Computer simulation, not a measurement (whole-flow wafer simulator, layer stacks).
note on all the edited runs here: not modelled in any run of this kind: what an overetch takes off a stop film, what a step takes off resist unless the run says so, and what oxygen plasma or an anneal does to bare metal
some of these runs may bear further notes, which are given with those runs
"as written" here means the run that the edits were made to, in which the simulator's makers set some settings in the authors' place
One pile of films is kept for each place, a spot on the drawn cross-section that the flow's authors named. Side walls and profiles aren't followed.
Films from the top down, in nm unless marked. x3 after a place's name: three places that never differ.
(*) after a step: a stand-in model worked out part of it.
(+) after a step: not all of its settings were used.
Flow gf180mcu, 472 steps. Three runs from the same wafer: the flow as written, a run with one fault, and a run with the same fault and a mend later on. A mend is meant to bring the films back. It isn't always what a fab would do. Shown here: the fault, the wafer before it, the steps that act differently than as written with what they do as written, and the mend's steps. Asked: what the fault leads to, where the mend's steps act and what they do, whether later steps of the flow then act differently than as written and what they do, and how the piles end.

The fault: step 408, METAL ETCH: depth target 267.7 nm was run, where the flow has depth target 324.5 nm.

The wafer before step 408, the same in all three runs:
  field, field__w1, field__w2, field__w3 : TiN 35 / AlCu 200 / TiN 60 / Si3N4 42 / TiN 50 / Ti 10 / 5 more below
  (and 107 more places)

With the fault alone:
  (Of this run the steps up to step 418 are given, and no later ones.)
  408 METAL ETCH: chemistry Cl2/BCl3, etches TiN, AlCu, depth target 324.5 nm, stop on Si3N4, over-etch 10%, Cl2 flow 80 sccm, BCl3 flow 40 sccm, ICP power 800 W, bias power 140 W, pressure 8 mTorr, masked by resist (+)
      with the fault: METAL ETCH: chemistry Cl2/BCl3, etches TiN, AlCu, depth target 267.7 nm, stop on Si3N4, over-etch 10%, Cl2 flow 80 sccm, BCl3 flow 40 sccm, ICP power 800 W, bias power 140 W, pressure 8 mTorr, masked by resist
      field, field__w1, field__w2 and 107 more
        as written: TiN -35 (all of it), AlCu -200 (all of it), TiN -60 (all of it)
        with the fault: TiN -35 (all of it), AlCu -200 (all of it), TiN -32.7
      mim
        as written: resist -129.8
        with the fault: resist -107.1
  Later steps of the flow that act differently than as written (3 more steps differ only slightly, by at most 2% or 0.5 nm, whichever is larger, and aren't shown):
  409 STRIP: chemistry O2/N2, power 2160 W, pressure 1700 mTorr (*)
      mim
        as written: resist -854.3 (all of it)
        with the fault: resist -877 (all of it)
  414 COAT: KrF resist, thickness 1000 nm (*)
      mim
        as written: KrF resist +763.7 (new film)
        with the fault: KrF resist +784.5 (new film)
  After step 418 the piles differ from the flow's by more than 2% or 0.5 nm, whichever is larger, at field, field__w1, field__w2 and 109 more.
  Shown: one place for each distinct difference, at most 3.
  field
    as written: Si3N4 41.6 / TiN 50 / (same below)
    with the fault: TiN 26.9 / Si3N4 42 / TiN 50 / (same below)
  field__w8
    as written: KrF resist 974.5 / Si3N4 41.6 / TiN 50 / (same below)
    with the fault: KrF resist 974.5 / TiN 26.9 / Si3N4 42 / TiN 50 / (same below)
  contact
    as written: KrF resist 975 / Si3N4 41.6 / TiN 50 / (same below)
    with the fault: KrF resist 974.9 / TiN 26.9 / Si3N4 42 / TiN 50 / (same below)

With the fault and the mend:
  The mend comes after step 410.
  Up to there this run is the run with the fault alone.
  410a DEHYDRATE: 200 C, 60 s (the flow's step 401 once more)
      changes no film at any place that is followed
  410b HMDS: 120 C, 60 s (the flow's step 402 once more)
      changes no film at any place that is followed
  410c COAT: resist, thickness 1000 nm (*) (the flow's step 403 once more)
      field__w8, m1__w1, iso_ptap_pw and 39 more
        resist +1000 (new film)
      p_well, sti, spacer, sd_n, mim_1p0, pad, dice_street
        resist +1000.6 (new film)
      field, ld_gate_p, ld_acc_p, ld_fp_p, ld_drift_p, ld_drn_p
        resist +1001.5 (new film)
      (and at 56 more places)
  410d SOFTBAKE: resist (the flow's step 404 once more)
      field__w2
        resist +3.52
      field__w3
        resist +3.7
      field__w5
        resist -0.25
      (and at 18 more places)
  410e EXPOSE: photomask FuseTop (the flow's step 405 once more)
      changes no film at any place that is followed
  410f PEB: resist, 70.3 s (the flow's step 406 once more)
      field, field__w1, field__w5 and 95 more
        resist -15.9
      field__w2, field__w3, field__w12, pplus_u, nw_enc_fld_lv__w1, nw_enc_fld_lv__w4
        resist -16
      field__w7, field__w13, ppoly_u, npoly_sal
        resist -16.2
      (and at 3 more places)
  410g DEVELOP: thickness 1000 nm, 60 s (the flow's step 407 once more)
      field__w8, m1__w1, iso_ptap_pw and 39 more
        resist -984.1 (all of it)
      field_sub__w1, field_sub__w5, n_well, sd_p, gate_p, nw_enc_fld_lv, nw_enc_fld_lv__w3
        resist -985.1 (all of it)
      p_well, sti, spacer, sd_n, mim_1p0, pad, dice_street
        resist -984.7 (all of it)
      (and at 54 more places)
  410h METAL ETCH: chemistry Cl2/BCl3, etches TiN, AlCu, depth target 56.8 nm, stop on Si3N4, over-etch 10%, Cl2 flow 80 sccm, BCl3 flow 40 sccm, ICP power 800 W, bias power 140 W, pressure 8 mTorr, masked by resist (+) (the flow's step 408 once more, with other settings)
      field, field__w1, field__w2 and 107 more
        TiN -26.9 (all of it)
      mim
        resist -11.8
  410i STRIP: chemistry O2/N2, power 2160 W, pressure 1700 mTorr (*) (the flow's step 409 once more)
      mim
        resist -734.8 (all of it)
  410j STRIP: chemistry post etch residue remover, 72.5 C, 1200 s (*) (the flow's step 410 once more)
      field, field__w1, field__w2 and 107 more
        Si3N4 -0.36
      mim
        TiN -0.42
  No later step of the flow acts differently than as written, at any place that is followed, by more than 2% or 0.5 nm, whichever is larger.
  At the end the piles differ from the flow's only slightly at the places that both follow, by at most 2% or 0.5 nm, whichever is larger.
